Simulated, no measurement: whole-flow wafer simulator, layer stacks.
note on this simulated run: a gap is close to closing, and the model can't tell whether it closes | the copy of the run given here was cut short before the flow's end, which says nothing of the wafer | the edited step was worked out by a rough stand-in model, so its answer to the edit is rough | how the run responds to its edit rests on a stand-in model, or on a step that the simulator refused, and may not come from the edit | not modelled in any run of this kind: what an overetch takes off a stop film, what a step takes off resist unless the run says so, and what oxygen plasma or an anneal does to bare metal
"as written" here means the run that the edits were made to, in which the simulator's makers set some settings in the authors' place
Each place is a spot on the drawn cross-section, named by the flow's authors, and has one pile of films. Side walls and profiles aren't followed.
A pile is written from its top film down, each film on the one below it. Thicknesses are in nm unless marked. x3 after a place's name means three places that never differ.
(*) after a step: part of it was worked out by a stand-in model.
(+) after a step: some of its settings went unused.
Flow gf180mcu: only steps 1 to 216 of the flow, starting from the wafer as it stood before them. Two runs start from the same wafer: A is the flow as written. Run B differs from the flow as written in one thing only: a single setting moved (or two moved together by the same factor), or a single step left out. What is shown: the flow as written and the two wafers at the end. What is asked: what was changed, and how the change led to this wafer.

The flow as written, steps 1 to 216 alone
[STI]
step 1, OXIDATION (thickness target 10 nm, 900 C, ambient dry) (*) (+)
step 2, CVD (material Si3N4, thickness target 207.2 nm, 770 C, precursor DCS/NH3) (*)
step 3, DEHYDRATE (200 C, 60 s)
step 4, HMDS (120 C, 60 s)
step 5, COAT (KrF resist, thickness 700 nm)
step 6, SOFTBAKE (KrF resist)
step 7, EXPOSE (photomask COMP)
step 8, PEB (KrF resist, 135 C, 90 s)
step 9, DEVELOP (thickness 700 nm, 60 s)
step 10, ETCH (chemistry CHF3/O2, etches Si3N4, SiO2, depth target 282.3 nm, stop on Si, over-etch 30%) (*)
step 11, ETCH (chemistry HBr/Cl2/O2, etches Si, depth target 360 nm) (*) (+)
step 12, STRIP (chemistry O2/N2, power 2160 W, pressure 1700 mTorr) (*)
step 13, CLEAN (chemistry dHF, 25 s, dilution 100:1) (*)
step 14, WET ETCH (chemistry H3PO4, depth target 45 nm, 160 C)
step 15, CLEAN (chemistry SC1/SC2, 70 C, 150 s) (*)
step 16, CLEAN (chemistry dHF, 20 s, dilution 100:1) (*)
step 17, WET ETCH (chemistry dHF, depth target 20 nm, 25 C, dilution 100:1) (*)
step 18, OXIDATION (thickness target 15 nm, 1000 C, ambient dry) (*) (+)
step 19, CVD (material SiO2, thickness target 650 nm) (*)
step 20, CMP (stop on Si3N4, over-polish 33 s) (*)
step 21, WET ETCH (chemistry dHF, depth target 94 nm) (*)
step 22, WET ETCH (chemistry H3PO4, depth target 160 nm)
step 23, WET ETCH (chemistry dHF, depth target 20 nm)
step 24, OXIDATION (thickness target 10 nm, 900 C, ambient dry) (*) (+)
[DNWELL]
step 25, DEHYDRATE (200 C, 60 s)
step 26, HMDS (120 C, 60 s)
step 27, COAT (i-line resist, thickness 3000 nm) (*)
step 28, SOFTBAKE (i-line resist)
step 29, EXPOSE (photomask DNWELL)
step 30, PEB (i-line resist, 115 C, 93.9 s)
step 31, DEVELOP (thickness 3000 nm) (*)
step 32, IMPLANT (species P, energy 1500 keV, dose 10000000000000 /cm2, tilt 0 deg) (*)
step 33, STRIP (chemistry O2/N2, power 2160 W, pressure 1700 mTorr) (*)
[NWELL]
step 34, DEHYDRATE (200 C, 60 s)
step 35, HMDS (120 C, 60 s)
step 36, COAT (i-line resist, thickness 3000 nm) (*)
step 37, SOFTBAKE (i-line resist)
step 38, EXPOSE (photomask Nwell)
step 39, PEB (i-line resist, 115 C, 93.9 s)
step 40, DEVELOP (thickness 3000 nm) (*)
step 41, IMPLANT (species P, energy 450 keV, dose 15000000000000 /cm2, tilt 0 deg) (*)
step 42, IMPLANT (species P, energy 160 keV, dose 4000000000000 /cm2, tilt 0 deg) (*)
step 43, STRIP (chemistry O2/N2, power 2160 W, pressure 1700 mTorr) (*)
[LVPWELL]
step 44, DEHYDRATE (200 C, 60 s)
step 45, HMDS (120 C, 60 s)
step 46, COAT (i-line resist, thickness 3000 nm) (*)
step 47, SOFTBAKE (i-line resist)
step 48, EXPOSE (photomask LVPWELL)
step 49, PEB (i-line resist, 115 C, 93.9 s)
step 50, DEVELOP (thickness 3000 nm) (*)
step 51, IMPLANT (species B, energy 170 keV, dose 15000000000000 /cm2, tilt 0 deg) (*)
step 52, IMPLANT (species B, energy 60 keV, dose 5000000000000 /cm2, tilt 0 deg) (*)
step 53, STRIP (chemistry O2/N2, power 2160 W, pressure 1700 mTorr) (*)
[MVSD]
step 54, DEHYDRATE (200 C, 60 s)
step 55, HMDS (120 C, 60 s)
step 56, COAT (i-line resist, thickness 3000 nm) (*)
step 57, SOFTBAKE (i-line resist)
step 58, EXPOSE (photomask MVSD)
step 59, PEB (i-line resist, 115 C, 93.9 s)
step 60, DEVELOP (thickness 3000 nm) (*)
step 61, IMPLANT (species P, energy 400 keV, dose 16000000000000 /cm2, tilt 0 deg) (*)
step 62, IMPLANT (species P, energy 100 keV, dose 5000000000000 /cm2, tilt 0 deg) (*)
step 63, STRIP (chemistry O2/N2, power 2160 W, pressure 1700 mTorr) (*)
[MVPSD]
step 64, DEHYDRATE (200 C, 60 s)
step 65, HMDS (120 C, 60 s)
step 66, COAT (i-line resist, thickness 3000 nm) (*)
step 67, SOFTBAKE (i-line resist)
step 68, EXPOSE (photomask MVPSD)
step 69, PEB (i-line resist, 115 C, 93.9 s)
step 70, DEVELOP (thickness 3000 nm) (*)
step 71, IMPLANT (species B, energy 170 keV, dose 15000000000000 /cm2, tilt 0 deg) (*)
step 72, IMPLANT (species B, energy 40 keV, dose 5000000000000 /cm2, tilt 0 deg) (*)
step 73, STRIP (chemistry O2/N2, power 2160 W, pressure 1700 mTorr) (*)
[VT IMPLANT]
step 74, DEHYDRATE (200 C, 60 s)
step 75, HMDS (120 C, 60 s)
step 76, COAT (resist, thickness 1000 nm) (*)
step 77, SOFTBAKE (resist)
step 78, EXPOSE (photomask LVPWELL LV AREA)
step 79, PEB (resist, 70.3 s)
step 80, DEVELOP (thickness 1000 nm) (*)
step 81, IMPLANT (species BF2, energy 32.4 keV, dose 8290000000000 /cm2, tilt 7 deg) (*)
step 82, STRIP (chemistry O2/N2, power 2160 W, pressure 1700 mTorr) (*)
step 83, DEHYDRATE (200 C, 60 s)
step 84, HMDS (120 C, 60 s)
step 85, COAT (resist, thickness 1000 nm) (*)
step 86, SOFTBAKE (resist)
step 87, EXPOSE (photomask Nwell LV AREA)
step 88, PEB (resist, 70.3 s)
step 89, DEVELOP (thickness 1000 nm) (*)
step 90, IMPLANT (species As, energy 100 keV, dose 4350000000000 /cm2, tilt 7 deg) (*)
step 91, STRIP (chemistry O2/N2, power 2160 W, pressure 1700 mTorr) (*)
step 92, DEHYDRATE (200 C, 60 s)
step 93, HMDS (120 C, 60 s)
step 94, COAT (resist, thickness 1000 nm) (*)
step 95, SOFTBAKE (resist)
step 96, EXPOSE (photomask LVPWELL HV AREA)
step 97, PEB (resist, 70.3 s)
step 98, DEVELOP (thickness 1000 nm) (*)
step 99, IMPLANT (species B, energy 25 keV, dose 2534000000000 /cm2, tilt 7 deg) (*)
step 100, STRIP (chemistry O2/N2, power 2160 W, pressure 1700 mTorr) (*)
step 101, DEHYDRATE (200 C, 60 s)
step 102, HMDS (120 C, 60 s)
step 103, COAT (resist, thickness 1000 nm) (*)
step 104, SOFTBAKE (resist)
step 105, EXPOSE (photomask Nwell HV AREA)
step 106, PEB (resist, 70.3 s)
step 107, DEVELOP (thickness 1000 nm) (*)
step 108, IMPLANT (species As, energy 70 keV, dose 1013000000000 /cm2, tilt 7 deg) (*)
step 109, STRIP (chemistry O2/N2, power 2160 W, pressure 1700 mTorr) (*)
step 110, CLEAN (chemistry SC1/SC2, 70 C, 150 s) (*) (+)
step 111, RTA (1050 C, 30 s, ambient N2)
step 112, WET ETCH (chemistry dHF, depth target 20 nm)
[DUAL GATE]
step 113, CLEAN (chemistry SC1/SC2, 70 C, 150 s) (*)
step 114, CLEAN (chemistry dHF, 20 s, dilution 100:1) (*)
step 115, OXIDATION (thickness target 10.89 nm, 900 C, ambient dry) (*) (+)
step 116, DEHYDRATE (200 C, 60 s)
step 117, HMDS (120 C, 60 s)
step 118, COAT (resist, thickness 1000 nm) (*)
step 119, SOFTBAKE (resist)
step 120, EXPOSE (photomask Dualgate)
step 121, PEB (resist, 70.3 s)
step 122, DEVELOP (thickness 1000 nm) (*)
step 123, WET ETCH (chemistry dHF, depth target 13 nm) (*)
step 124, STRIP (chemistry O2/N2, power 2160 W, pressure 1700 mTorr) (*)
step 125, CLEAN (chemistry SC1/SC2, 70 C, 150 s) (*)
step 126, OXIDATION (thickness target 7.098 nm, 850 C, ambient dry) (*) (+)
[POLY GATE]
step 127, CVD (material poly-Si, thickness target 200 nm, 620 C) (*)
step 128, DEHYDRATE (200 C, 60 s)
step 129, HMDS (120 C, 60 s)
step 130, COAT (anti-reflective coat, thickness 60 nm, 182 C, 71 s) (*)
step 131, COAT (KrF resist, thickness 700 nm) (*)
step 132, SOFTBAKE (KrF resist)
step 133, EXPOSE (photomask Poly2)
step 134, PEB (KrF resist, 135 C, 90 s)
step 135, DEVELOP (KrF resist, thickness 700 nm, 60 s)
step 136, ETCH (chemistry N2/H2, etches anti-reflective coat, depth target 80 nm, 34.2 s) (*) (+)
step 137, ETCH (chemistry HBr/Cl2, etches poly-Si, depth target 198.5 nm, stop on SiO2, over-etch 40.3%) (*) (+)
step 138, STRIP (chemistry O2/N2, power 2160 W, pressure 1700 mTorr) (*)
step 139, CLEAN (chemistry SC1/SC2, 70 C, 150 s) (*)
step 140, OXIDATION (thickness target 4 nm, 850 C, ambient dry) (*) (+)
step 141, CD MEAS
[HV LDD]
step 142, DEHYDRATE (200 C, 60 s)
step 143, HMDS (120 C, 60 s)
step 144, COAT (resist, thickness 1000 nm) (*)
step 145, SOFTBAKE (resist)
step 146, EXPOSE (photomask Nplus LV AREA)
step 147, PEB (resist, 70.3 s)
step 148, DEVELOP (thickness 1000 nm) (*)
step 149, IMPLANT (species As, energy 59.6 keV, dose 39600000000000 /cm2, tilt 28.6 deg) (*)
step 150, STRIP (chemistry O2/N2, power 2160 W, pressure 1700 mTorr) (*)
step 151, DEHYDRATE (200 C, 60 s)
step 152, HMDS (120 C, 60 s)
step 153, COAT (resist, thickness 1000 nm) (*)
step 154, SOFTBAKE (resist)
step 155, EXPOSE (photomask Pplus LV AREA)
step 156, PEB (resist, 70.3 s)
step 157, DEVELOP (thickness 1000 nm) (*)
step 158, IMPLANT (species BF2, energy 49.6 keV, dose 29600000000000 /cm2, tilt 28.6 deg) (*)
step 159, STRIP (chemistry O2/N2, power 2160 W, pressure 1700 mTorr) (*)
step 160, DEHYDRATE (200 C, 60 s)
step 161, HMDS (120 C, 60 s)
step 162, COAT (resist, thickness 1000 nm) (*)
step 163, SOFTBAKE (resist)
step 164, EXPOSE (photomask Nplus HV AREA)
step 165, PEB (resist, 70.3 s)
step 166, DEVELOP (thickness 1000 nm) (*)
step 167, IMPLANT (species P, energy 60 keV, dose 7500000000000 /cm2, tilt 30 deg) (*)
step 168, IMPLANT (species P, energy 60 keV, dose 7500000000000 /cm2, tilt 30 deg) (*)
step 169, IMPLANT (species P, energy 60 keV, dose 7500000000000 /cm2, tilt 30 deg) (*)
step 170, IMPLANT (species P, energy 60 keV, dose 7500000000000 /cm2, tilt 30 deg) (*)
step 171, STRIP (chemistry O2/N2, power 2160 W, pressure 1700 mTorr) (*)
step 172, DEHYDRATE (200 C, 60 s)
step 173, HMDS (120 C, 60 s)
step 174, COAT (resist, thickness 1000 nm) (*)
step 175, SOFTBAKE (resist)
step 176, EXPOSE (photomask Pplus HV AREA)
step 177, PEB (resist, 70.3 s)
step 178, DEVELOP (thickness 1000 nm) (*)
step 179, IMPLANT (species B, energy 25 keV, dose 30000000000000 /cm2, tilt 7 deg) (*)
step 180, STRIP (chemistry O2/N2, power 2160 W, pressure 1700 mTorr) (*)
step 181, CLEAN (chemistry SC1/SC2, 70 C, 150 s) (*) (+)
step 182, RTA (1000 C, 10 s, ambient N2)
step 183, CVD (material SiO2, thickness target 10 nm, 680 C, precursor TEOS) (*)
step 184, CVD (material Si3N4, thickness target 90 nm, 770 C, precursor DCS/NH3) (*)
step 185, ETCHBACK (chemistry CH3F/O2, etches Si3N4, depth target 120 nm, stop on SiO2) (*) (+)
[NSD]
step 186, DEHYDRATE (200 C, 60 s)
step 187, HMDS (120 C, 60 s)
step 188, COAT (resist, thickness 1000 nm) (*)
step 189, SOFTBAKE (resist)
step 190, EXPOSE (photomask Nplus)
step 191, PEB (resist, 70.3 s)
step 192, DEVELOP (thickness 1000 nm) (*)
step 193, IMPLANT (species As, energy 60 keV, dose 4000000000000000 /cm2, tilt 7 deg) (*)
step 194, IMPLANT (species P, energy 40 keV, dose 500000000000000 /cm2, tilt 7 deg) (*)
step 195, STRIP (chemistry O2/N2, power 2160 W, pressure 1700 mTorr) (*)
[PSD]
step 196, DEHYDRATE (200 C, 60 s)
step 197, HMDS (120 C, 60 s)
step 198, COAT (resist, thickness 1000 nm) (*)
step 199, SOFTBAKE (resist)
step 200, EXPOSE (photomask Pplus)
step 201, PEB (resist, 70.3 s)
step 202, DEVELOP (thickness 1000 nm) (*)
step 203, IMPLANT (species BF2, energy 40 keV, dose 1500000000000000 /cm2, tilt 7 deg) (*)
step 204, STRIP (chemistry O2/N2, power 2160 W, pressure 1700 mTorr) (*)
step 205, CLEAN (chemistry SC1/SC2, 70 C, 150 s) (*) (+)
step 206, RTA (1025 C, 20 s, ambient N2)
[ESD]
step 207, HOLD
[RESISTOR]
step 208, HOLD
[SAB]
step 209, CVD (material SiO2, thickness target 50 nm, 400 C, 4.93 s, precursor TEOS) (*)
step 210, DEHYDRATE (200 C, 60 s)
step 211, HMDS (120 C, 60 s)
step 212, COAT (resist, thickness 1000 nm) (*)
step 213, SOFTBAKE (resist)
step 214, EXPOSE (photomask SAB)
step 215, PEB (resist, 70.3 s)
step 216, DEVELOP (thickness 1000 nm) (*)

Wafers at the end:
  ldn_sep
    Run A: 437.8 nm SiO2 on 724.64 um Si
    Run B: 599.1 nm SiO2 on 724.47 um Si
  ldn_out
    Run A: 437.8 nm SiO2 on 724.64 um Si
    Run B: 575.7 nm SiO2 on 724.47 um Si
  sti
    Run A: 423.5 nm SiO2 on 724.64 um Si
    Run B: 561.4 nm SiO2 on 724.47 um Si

Cause: step 11, ETCH: depth target 522 nm was run, while the flow as written has depth target 360 nm.

Step by step, how the change led to this:
  step 11, ETCH (chemistry HBr/Cl2/O2, etches Si, depth target 360 nm) (*) (+)
      active, n_well, p_well and 40 more: A -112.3 KrF resist | B -166.3 KrF resist
      field, field_sub, sti and 34 more: A -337 Si | B -499 Si
  step 12, STRIP (chemistry O2/N2, power 2160 W, pressure 1700 mTorr) (*)
      active, n_well, p_well and 40 more: A -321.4 KrF resist (all of it) | B -267.4 KrF resist (all of it)
  step 19, CVD (material SiO2, thickness target 650 nm) (*)
      m1, ld_fp_n, ld_drift_n and 8 more: A +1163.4 SiO2 | B +1325.4 SiO2
  step 20, CMP (stop on Si3N4, over-polish 33 s) (*)
      sti, mim_1p0 x3, iso_nw_fld and 9 more: A -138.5 SiO2 | B nothing
      nw_enc_fld, nw_enc_fld_lv: A -142.5 SiO2 | B nothing
      (also at 10 further places)
  step 28, SOFTBAKE (i-line resist)
      ld_fp_n: A +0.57 i-line resist | B nothing
      nw_enc_fld: A -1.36 i-line resist | B +1.99 i-line resist
      (also at 54 further places)
  step 37, SOFTBAKE (i-line resist)
      ld_fp_n: A +0.57 i-line resist | B nothing
      nw_enc_fld: A -1.36 i-line resist | B +1.99 i-line resist
      (also at 54 further places)
  step 47, SOFTBAKE (i-line resist)
      ld_fp_n: A +0.57 i-line resist | B nothing
      nw_enc_fld: A -1.36 i-line resist | B +1.99 i-line resist
      (also at 54 further places)
  step 57, SOFTBAKE (i-line resist)
      ld_fp_n: A +0.57 i-line resist | B nothing
      nw_enc_fld: A -1.36 i-line resist | B +1.99 i-line resist
      (also at 54 further places)
  step 67, SOFTBAKE (i-line resist)
      ld_fp_n: A +0.57 i-line resist | B nothing
      nw_enc_fld: A -1.36 i-line resist | B +1.99 i-line resist
      (also at 54 further places)
  step 77, SOFTBAKE (resist)
      field_sub__w4: A -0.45 resist | B +0.09 resist
      ld_acc_n: A +0.41 resist | B -0.1 resist
      (also at 20 further places)
  step 86, SOFTBAKE (resist)
      field_sub__w4: A -0.45 resist | B +0.09 resist
      ld_acc_n: A +0.41 resist | B -0.1 resist
      (also at 20 further places)
  step 95, SOFTBAKE (resist)
      field_sub__w4: A -0.45 resist | B +0.09 resist
      ld_acc_n: A +0.41 resist | B -0.1 resist
      (also at 20 further places)
  step 104, SOFTBAKE (resist)
      field_sub__w4: A -0.45 resist | B +0.09 resist
      ld_acc_n: A +0.41 resist | B -0.1 resist
      (also at 20 further places)
  step 119, SOFTBAKE (resist)
      field_sub: A -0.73 resist | B +0.25 resist
      field_sub__w1: A -0.52 resist | B +0.13 resist
      (also at 23 further places)
  step 130, COAT (anti-reflective coat, thickness 60 nm, 182 C, 71 s) (*)
      sti, mim_1p0 x3: A +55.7 anti-reflective coat (new film) | B +61.3 anti-reflective coat (new film)
      p_well, spacer, sd_n: A +70.9 anti-reflective coat (new film) | B +52.5 anti-reflective coat (new film)
      (also at 77 further places)
  step 136, ETCH (chemistry N2/H2, etches anti-reflective coat, depth target 80 nm, 34.2 s) (*) (+)
      sti, mim_1p0 x3: A -55.7 anti-reflective coat (all of it), -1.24 poly-Si | B -61.3 anti-reflective coat (all of it), -1.1 poly-Si
      p_well, spacer, sd_n: A -70.9 anti-reflective coat (all of it), -0.85 poly-Si | B -52.5 anti-reflective coat (all of it), -1.32 poly-Si
      (also at 50 further places)
  ... 29 other steps ...
  step 216, DEVELOP (thickness 1000 nm) (*)
      field__w6: A -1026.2 resist (all of it) | B -1059.8 resist (all of it)
      spacer: A -905.1 resist (all of it) | B -886.7 resist (all of it)
      (also at 1 further place)
